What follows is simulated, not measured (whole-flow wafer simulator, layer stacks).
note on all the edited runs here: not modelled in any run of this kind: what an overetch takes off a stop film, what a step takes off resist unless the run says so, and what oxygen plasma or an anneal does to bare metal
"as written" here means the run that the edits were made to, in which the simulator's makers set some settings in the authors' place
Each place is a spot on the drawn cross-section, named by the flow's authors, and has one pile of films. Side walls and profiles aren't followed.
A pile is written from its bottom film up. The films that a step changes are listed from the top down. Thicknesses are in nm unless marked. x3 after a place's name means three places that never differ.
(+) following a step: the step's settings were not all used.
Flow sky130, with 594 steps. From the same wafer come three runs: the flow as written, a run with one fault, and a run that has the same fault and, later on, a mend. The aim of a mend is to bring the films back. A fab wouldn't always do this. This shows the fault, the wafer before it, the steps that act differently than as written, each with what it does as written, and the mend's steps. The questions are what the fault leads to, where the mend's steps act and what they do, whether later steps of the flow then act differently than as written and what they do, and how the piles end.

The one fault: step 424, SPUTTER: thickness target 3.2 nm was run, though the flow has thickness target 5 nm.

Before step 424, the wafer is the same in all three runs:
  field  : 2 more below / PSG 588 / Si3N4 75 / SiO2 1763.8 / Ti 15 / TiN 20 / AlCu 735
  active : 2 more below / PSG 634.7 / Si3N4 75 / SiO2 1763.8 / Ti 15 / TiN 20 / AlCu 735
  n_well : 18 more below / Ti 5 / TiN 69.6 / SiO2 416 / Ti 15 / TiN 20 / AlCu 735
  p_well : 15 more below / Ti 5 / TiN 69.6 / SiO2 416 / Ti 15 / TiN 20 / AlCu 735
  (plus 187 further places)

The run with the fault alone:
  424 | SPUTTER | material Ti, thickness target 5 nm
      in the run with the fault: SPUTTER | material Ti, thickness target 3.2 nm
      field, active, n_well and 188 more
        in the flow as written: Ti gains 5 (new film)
        in the run with the fault: Ti gains 3.2 (new film)
  Steps further on in the flow that do not act as written (21 more steps, not shown, differ only slightly: by at most 2% or 0.5 nm, whichever is larger):
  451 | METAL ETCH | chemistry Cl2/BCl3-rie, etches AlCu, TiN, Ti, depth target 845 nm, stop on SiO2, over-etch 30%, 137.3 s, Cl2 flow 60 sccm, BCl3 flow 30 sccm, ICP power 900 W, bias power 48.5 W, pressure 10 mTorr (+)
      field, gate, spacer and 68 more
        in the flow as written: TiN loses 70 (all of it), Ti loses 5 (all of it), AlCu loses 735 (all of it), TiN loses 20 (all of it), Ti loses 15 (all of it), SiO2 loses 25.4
        in the run with the fault: TiN loses 70 (all of it), Ti loses 3.2 (all of it), AlCu loses 735 (all of it), TiN loses 20 (all of it), Ti loses 15 (all of it), SiO2 loses 25.5
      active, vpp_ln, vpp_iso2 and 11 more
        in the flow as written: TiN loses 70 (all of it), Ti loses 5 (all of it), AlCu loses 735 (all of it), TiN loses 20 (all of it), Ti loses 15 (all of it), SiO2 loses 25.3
        in the run with the fault: TiN loses 70 (all of it), Ti loses 3.2 (all of it), AlCu loses 735 (all of it), TiN loses 20 (all of it), Ti loses 15 (all of it), SiO2 loses 25.5
  At n_well, p_well, gate_hv and 104 more, the piles at the end differ from the flow's by more than 2% or 0.5 nm, whichever is larger.
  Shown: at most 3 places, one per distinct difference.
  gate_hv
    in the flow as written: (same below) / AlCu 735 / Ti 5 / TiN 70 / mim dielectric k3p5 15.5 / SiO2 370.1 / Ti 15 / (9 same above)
    in the run with the fault: (same below) / AlCu 735 / Ti 3.2 / TiN 70 / mim dielectric k3p5 15.5 / SiO2 371.9 / Ti 15 / (9 same above)
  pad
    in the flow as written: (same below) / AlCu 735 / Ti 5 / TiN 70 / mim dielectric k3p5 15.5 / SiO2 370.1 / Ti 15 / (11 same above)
    in the run with the fault: (same below) / AlCu 735 / Ti 3.2 / TiN 70 / mim dielectric k3p5 15.5 / SiO2 371.9 / Ti 15 / (11 same above)
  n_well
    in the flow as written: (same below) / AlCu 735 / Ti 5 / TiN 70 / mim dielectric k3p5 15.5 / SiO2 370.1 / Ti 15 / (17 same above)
    in the run with the fault: (same below) / AlCu 735 / Ti 3.2 / TiN 70 / mim dielectric k3p5 15.5 / SiO2 371.9 / Ti 15 / (17 same above)

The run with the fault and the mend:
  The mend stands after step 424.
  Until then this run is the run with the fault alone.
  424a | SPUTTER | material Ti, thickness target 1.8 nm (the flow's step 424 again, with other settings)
      field, active, n_well and 188 more
        Ti gains 1.8
  None of the later steps of the flow acts differently than as written at any place that is followed.
  At every place that both follow, the piles at the end match the flow's.
